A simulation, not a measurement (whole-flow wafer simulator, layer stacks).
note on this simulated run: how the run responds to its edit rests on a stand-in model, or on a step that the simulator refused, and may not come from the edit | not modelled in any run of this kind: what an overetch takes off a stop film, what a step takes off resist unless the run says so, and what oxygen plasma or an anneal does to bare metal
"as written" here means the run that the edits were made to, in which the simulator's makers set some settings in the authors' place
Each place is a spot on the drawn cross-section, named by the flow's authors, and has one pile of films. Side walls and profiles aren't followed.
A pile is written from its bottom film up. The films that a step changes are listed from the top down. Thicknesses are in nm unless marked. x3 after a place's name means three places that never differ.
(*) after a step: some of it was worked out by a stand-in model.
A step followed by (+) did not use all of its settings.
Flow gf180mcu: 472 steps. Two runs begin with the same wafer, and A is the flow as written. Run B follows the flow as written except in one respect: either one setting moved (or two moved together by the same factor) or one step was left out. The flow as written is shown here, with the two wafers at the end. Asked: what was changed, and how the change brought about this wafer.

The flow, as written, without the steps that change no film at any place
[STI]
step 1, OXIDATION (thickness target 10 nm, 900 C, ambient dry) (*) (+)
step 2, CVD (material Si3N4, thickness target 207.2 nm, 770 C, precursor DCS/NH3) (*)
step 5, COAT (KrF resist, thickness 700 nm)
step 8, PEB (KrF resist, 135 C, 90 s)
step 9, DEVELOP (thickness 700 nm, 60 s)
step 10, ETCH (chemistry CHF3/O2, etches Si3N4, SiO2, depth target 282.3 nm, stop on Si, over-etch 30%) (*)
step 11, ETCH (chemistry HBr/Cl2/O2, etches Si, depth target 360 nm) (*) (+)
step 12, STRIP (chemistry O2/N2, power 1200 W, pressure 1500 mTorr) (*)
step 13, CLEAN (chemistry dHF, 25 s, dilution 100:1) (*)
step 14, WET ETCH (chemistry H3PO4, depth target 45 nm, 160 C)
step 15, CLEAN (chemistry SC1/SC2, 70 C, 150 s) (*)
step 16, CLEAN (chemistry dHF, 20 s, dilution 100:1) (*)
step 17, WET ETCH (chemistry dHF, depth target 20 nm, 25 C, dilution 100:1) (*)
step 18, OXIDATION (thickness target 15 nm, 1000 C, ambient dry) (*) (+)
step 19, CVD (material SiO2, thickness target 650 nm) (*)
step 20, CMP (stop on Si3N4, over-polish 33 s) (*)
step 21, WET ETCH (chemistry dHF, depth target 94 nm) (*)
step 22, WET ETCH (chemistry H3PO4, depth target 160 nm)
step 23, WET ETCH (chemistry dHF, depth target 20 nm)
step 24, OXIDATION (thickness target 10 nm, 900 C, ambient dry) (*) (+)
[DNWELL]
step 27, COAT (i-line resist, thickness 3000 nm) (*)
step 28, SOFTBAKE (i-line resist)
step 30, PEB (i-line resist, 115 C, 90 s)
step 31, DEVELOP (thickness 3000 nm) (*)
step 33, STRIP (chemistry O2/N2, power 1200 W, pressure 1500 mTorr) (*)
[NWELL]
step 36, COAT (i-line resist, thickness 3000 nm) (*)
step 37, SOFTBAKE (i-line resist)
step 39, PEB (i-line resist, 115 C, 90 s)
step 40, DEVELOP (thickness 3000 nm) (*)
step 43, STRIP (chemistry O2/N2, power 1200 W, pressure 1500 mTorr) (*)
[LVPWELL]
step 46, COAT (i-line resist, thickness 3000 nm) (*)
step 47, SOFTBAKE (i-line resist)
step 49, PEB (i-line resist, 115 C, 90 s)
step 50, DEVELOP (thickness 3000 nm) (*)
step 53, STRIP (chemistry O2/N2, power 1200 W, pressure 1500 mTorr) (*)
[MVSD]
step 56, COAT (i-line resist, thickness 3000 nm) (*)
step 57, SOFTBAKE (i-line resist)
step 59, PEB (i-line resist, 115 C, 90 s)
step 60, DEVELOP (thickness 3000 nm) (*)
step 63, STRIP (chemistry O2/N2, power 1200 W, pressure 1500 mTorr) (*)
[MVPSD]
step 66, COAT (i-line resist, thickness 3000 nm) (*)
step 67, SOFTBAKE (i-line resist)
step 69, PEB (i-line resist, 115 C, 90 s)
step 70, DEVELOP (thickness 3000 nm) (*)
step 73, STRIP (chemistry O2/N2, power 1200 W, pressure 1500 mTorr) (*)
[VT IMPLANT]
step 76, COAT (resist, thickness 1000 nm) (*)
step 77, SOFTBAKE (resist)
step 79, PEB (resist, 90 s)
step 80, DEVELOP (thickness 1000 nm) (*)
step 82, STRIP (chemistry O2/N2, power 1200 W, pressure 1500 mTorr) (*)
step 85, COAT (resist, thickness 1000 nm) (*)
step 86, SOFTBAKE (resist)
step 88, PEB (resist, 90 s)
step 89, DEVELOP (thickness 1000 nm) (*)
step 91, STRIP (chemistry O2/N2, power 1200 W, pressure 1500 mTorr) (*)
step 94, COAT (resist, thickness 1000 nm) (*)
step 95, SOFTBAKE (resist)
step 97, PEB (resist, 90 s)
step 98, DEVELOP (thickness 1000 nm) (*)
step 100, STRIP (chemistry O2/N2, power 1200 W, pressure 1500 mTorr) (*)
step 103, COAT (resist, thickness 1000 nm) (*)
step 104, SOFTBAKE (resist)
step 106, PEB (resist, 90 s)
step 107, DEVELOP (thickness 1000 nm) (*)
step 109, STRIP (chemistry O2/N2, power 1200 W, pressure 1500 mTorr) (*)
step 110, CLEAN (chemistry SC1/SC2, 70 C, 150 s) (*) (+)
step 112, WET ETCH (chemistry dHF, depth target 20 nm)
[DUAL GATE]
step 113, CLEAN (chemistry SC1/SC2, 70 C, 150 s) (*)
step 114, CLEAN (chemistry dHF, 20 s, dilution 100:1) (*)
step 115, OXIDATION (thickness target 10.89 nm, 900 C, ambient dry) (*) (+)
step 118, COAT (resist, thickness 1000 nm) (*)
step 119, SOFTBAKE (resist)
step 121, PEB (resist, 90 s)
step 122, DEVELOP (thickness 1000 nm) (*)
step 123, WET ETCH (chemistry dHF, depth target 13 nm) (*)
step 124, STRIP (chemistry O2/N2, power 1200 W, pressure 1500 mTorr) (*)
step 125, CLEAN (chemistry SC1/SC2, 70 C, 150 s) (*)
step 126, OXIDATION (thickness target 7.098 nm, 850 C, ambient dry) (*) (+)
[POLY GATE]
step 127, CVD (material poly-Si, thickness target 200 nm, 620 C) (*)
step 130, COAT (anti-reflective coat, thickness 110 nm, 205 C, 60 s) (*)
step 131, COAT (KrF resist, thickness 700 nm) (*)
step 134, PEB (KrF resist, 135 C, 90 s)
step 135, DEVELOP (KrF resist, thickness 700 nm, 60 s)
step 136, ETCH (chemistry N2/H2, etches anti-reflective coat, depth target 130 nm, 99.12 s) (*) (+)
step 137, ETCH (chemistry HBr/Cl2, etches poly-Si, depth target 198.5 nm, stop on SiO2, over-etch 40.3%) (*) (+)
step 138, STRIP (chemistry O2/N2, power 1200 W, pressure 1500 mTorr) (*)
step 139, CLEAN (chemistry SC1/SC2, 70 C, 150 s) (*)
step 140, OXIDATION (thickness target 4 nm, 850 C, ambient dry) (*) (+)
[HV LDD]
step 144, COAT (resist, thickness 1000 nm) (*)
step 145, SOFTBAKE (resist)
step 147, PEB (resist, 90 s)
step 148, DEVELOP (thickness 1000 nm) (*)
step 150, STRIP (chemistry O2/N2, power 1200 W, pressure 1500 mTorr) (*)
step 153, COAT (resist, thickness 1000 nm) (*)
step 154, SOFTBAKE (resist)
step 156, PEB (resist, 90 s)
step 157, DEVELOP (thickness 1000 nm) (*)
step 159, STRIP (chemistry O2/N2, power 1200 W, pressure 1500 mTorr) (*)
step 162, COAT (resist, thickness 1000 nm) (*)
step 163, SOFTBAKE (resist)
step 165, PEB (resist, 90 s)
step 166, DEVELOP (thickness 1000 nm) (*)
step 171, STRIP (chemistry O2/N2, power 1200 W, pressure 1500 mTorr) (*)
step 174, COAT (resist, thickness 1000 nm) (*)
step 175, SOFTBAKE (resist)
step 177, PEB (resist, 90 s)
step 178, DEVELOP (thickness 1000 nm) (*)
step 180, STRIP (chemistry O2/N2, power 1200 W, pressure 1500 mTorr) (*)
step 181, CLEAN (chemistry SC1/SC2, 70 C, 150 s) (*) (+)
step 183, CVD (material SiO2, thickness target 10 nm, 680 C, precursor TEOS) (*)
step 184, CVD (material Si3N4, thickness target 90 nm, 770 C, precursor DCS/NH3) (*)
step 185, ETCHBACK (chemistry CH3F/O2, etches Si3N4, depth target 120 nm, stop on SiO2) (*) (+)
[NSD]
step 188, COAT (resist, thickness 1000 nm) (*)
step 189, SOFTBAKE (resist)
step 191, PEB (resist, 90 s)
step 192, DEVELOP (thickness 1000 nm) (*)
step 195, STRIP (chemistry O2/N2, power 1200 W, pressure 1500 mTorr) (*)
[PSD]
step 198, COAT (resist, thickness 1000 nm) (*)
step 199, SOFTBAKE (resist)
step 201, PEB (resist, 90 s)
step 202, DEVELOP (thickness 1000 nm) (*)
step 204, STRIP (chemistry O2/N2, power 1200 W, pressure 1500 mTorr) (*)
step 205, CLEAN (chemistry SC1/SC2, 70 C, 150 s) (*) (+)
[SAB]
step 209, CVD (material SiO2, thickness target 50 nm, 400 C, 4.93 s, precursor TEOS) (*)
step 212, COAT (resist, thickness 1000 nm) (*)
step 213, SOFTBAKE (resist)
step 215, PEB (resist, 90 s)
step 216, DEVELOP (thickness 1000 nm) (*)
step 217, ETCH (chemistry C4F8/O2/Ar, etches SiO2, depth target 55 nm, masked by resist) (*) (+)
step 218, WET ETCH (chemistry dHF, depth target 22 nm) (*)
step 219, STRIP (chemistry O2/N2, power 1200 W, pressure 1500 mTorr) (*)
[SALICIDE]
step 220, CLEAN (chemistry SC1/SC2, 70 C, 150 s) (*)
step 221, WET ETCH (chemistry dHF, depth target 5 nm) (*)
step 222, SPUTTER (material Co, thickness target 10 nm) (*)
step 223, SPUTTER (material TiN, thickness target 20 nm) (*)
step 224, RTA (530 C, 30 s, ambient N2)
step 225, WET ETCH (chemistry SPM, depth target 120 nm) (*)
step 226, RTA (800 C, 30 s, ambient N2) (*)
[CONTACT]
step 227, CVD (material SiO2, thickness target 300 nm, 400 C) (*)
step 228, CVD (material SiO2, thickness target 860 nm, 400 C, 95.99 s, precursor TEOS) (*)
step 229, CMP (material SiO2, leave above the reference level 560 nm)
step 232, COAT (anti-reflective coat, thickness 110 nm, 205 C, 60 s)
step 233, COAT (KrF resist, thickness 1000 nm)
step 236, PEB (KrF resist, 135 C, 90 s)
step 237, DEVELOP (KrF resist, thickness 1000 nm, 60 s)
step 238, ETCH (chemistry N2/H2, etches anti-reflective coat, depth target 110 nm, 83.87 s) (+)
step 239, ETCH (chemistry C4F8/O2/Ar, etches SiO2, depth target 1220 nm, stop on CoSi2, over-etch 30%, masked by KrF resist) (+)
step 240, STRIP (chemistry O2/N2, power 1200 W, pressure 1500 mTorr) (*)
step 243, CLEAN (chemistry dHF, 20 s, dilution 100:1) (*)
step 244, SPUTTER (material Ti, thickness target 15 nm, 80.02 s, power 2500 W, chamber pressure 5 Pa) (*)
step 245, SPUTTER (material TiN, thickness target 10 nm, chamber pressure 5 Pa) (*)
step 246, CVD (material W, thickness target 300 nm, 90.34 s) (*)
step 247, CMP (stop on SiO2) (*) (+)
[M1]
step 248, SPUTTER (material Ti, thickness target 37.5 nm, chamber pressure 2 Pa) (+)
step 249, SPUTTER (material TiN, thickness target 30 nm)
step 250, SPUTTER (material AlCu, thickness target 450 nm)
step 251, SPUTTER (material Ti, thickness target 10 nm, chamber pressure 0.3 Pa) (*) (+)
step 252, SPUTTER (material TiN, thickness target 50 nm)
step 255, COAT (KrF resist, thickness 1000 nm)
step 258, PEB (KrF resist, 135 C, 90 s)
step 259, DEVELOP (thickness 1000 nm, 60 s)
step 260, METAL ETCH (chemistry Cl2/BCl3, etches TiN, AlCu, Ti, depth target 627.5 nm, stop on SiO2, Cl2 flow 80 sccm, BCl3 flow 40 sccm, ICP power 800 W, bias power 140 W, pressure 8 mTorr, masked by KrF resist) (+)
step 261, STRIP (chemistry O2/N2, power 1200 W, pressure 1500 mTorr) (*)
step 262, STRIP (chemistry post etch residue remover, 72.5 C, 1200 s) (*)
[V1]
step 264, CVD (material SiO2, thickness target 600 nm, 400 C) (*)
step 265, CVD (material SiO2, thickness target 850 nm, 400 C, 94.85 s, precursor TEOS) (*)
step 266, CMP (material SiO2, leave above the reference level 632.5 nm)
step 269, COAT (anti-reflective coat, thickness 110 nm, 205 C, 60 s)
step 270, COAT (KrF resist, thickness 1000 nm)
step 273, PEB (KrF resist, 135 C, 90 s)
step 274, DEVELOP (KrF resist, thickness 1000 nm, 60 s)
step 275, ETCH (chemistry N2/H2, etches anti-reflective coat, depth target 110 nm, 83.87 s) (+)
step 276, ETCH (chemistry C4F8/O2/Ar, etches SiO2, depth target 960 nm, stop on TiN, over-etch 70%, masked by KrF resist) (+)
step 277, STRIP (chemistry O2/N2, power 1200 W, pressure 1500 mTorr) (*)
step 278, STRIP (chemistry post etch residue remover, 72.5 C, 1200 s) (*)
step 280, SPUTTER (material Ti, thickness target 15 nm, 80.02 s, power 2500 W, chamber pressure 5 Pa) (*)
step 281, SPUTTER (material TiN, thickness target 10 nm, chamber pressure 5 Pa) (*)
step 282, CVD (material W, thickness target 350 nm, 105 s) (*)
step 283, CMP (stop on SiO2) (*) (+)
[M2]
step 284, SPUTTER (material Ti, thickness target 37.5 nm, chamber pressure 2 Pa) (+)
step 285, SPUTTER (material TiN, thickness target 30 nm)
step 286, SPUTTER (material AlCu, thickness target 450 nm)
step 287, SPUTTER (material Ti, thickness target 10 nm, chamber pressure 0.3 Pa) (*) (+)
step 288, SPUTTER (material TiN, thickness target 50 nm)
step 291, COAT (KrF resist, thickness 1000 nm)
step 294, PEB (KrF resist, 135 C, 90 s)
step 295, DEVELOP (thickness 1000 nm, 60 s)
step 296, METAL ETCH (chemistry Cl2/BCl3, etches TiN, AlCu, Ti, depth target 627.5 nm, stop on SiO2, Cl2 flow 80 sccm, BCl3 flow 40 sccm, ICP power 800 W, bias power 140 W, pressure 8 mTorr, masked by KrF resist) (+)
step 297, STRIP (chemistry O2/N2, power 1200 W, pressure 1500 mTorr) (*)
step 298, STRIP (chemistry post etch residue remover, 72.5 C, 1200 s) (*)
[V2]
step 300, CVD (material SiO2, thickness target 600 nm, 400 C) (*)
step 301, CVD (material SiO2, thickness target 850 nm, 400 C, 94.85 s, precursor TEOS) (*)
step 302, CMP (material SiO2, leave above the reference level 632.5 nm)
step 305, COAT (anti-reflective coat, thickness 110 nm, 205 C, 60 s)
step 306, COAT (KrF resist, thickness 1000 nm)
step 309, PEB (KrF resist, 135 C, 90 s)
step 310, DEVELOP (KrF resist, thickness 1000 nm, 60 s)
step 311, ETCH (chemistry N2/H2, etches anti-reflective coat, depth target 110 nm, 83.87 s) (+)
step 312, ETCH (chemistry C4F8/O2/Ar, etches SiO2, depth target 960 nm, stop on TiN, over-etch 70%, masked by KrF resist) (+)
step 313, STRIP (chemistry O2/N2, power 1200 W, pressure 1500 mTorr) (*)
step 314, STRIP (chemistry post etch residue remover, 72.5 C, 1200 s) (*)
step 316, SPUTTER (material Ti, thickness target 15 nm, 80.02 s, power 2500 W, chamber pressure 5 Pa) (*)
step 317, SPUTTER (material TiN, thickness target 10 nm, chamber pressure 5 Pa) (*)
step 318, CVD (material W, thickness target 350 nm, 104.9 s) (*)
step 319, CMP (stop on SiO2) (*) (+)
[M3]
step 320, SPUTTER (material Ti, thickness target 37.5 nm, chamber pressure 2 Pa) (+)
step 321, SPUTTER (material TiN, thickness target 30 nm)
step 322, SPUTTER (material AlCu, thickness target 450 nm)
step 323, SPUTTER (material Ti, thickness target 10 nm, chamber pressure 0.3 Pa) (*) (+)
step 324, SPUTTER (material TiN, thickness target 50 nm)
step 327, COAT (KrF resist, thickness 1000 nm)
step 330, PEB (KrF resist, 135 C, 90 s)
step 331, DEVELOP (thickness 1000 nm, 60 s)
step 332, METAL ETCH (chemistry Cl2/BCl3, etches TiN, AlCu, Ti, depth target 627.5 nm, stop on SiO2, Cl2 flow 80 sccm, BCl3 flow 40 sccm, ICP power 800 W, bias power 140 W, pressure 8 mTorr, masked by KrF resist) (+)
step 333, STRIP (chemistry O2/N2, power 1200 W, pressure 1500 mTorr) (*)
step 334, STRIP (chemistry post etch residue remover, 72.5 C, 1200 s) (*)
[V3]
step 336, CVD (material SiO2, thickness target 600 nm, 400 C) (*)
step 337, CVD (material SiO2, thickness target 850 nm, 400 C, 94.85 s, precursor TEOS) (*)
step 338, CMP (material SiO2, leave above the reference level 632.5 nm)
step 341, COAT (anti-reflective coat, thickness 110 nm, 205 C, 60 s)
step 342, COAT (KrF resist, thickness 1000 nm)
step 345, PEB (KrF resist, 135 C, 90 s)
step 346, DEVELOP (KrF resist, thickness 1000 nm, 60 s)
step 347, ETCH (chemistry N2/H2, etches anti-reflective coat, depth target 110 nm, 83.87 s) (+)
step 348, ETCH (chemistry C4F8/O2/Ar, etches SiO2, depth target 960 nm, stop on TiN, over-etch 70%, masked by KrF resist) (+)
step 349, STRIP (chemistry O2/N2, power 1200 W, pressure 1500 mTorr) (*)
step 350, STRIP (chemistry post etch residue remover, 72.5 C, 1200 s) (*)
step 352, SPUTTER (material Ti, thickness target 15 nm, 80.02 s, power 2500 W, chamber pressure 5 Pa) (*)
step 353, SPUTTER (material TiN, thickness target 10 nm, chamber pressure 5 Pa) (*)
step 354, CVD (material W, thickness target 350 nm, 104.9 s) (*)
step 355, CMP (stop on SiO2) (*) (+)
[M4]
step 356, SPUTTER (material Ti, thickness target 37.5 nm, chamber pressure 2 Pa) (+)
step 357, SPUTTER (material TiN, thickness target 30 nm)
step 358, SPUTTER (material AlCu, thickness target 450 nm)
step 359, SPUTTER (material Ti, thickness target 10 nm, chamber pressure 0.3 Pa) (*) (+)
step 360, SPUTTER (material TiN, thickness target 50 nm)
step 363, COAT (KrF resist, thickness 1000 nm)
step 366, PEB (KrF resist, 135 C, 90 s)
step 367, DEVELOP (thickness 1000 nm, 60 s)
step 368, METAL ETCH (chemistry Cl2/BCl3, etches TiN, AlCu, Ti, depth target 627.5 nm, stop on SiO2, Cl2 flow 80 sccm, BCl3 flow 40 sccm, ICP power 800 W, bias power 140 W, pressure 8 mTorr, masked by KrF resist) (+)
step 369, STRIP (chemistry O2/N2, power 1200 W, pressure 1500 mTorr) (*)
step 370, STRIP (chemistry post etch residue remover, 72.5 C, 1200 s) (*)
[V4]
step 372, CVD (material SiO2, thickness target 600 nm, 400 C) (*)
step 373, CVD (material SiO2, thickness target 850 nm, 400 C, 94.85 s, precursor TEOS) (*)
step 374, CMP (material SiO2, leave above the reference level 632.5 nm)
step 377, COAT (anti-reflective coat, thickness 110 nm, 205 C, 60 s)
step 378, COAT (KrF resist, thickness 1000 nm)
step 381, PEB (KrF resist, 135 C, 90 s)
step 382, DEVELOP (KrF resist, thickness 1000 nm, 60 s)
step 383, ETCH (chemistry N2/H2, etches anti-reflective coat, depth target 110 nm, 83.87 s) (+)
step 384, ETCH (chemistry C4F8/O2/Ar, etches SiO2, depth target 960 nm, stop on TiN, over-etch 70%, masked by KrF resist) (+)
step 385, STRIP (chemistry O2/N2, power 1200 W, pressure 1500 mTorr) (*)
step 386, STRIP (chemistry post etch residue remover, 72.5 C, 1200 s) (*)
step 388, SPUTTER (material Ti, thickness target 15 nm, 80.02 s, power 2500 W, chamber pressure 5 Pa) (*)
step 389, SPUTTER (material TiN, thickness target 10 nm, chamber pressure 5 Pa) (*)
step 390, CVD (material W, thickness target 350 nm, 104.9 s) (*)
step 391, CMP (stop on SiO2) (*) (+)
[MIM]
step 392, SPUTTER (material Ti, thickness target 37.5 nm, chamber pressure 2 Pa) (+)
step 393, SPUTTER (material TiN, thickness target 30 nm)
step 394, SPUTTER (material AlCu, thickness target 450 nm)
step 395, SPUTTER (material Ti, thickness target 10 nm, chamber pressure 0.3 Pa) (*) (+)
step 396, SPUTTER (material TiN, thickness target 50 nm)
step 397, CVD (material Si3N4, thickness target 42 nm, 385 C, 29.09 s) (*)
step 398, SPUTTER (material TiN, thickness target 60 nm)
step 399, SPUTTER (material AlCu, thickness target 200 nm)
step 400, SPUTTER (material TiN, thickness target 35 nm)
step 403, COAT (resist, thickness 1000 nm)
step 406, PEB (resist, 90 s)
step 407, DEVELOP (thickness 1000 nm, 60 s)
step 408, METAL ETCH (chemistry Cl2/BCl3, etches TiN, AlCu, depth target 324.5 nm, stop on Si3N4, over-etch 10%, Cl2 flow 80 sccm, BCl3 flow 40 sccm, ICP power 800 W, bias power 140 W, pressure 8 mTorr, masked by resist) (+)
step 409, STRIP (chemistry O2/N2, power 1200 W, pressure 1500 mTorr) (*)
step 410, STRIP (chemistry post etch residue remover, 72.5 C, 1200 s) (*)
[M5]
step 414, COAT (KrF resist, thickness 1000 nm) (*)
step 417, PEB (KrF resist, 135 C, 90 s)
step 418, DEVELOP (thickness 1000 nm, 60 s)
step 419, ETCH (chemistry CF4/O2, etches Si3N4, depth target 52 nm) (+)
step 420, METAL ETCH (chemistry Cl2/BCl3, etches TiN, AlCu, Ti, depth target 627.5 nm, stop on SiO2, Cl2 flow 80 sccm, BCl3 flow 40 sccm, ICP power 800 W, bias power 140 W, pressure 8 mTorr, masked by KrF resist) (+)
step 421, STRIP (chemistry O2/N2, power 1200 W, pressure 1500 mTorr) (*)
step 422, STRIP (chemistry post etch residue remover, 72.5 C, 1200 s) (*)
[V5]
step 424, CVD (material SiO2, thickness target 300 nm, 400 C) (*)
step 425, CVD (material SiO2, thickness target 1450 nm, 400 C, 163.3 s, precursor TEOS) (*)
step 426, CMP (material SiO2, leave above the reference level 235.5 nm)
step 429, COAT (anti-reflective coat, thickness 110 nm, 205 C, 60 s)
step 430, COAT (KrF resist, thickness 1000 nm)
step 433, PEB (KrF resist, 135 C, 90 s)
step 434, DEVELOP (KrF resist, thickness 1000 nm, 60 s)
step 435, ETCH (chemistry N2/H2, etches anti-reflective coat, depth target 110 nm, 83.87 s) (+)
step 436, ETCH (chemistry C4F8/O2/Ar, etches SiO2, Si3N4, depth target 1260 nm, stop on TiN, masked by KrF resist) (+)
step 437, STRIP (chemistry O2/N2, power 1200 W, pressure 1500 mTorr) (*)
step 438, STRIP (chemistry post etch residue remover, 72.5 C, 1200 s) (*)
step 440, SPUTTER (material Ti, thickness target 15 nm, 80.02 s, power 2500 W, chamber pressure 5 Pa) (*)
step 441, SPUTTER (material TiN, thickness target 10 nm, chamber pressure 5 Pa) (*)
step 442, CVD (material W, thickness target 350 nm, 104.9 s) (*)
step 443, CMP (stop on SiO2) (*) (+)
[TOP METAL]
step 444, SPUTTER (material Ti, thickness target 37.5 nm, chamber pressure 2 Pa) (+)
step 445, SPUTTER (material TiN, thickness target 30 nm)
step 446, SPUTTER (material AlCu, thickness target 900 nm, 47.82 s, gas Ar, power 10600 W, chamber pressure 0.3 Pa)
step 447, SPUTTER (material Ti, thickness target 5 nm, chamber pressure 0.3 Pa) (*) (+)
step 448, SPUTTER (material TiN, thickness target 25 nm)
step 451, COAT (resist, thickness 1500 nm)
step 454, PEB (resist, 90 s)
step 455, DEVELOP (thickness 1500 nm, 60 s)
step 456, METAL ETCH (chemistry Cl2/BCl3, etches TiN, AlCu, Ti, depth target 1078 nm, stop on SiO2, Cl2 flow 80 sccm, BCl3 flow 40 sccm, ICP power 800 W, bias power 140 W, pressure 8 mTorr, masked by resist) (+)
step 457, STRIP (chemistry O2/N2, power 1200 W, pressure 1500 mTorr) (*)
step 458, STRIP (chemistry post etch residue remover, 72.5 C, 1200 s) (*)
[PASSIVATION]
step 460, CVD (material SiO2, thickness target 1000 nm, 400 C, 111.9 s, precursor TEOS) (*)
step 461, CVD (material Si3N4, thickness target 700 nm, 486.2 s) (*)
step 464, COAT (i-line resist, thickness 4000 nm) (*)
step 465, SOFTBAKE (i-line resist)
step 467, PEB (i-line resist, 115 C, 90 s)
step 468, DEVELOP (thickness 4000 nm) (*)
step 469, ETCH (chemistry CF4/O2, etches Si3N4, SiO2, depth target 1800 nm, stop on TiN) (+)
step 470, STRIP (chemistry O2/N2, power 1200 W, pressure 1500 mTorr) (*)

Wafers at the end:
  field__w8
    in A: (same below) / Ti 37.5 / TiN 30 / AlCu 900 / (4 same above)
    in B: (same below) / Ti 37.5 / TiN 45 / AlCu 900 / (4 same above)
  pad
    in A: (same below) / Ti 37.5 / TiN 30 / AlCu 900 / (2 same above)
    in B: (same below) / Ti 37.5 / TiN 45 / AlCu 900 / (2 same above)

Cause: step 445, SPUTTER: thickness target 45 nm was run, whereas the flow has thickness target 30 nm.
One can read it off the wafer: field__w8 has TiN 45, and step 445 as written asks for 30 nm.

Step by step, how the change led to this:
  step 445, SPUTTER (material TiN, thickness target 30 nm)
      field, field__w1, field__w2 and 109 more: A TiN gains 30 (new film) | B TiN gains 45 (new film)
  step 456, METAL ETCH (chemistry Cl2/BCl3, etches TiN, AlCu, Ti, depth target 1078 nm, stop on SiO2, Cl2 flow 80 sccm, BCl3 flow 40 sccm, ICP power 800 W, bias power 140 W, pressure 8 mTorr, masked by resist) (+)
      field, field__w1, field__w2 and 103 more: A TiN loses 25 (all of it), Ti loses 5 (all of it), AlCu loses 900 (all of it), TiN loses 30 (all of it), Ti loses 37.5 (all of it) | B TiN loses 25 (all of it), Ti loses 5 (all of it), AlCu loses 900 (all of it), TiN loses 45 (all of it), Ti loses 37.5 (all of it)
  step 465, SOFTBAKE (i-line resist)
      field__w5, field__w9: A i-line resist gains 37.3 | B i-line resist gains 30.9
      field__w11, field__w13: A i-line resist gains 37.9 | B i-line resist gains 32
      (and at 61 other places as well)
